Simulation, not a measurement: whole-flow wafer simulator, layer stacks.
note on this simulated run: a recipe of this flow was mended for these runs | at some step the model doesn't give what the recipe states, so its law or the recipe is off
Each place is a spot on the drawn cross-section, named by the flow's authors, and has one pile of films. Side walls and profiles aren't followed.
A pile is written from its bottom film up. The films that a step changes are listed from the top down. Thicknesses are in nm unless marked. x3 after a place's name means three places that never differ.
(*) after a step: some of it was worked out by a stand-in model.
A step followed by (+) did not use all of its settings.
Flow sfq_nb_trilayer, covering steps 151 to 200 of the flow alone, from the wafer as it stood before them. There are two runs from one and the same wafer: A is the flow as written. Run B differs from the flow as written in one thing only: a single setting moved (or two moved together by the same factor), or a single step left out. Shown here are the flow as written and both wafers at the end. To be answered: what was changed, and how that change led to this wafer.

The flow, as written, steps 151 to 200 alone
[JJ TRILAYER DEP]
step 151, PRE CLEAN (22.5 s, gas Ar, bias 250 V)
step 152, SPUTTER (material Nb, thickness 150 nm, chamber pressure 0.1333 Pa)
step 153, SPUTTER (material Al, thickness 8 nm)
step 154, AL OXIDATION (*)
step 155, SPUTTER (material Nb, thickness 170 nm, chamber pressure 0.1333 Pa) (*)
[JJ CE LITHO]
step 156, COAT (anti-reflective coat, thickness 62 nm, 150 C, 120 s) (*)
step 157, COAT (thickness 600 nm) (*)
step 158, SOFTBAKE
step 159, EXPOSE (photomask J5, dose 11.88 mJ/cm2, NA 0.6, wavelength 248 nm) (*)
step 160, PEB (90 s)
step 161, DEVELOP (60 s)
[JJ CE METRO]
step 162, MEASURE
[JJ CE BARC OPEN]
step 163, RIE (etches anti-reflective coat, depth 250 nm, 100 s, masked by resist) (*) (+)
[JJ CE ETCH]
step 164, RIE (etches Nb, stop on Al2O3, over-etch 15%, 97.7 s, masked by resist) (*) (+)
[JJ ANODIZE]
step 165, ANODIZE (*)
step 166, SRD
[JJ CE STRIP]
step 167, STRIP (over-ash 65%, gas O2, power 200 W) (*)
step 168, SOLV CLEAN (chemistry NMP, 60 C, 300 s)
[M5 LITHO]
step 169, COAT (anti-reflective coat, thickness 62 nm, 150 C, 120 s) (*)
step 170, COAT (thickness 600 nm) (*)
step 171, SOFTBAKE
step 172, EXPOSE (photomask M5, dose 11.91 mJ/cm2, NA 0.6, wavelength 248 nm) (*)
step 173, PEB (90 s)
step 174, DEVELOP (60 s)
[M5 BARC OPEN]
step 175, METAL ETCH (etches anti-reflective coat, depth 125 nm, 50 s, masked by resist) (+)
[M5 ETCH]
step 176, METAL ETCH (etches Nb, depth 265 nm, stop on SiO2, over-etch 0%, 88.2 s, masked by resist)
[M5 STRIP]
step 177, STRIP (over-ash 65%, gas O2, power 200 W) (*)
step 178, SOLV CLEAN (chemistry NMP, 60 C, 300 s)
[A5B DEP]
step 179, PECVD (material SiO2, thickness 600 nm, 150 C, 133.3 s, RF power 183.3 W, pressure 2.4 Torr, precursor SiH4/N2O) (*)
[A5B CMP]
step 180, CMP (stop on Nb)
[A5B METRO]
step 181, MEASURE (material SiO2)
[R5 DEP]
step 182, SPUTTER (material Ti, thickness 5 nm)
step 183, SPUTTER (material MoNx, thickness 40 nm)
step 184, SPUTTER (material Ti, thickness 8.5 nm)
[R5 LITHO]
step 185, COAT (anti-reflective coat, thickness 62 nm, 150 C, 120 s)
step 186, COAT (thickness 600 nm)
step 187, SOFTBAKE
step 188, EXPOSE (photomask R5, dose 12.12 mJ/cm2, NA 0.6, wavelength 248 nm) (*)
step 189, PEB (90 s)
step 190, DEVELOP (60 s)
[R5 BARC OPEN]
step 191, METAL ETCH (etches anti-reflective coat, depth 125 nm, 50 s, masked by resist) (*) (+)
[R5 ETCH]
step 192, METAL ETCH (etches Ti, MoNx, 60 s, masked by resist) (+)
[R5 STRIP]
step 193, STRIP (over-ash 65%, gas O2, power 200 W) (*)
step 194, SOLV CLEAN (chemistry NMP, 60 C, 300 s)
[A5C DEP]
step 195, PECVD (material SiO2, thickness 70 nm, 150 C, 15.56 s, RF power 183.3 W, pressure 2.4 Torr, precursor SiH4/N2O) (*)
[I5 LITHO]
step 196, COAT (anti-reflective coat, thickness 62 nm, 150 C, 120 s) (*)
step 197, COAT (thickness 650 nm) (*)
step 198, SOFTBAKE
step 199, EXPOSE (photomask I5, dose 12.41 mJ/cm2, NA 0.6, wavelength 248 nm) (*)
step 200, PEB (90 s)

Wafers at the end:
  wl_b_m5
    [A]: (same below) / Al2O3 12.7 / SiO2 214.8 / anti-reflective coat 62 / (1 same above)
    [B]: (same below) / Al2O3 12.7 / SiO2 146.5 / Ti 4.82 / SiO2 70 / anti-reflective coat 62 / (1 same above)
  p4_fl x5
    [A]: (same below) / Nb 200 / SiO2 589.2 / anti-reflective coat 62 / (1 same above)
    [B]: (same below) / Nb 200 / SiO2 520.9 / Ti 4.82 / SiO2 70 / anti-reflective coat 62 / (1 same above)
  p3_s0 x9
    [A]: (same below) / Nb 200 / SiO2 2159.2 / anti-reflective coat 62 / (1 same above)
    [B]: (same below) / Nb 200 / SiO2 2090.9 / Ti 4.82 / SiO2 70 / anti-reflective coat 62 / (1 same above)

The reason: step 192, METAL ETCH: 46 s was run, while the flow as written has 60 s.

The path from the change to this, step by step:
  step 192, METAL ETCH (etches Ti, MoNx, 60 s, masked by resist) (+)
      field_l, v_sur, via_wl and 92 more: A -8.5 Ti (all of it), -40 MoNx (all of it), -5 Ti (all of it), -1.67 SiO2 | B -8.5 Ti (all of it), -40 MoNx (all of it), -0.18 Ti
      ce_l, c5j, ce_r, wl_jj: A -8.5 Ti (all of it), -40 MoNx (all of it), -5 Ti (all of it), -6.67 Nb | B -8.5 Ti (all of it), -40 MoNx (all of it), -0.18 Ti
      (also at 7 further places)
  step 195, PECVD (material SiO2, thickness 70 nm, 150 C, 15.56 s, RF power 183.3 W, pressure 2.4 Torr, precursor SiH4/N2O) (*)
      field_l, v_sur, via_wl and 92 more: A +70 SiO2 | B +70 SiO2 (new film)
  step 196, COAT (anti-reflective coat, thickness 62 nm, 150 C, 120 s) (*)
      r5r_line_l, r5r_line_c, r5r_line_r: A +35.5 anti-reflective coat (new film) | B +38.4 anti-reflective coat (new film)
      wl_j_sl, wl_j_sr: A +60.5 anti-reflective coat (new film) | B +62 anti-reflective coat (new film)
      (also at 10 further places)
If metal films that touch count as one body, wl_b_m5 has 7 bodies (between them, from the top down: SiO2 146.5 / Al2O3 12.7 / Nb2O5 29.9; SiO2 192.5; SiO2 192.5; SiO2 192.5; SiO2 192.5; SiO2 192.5); the flow as written gives 6 bodies (between them, from the top down: SiO2 192.5; SiO2 192.5; SiO2 192.5; SiO2 192.5; SiO2 192.5).
If metal films that touch count as one body, p4_fl x5 has 3 bodies (between them, from the top down: SiO2 520.9; SiO2 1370); the flow as written gives 2 bodies (between them, from the top down: SiO2 1370).
If metal films that touch count as one body, p3_s0 x9 has 2 bodies (between them, from the top down: SiO2 2090.9); the flow as written gives 1 body.
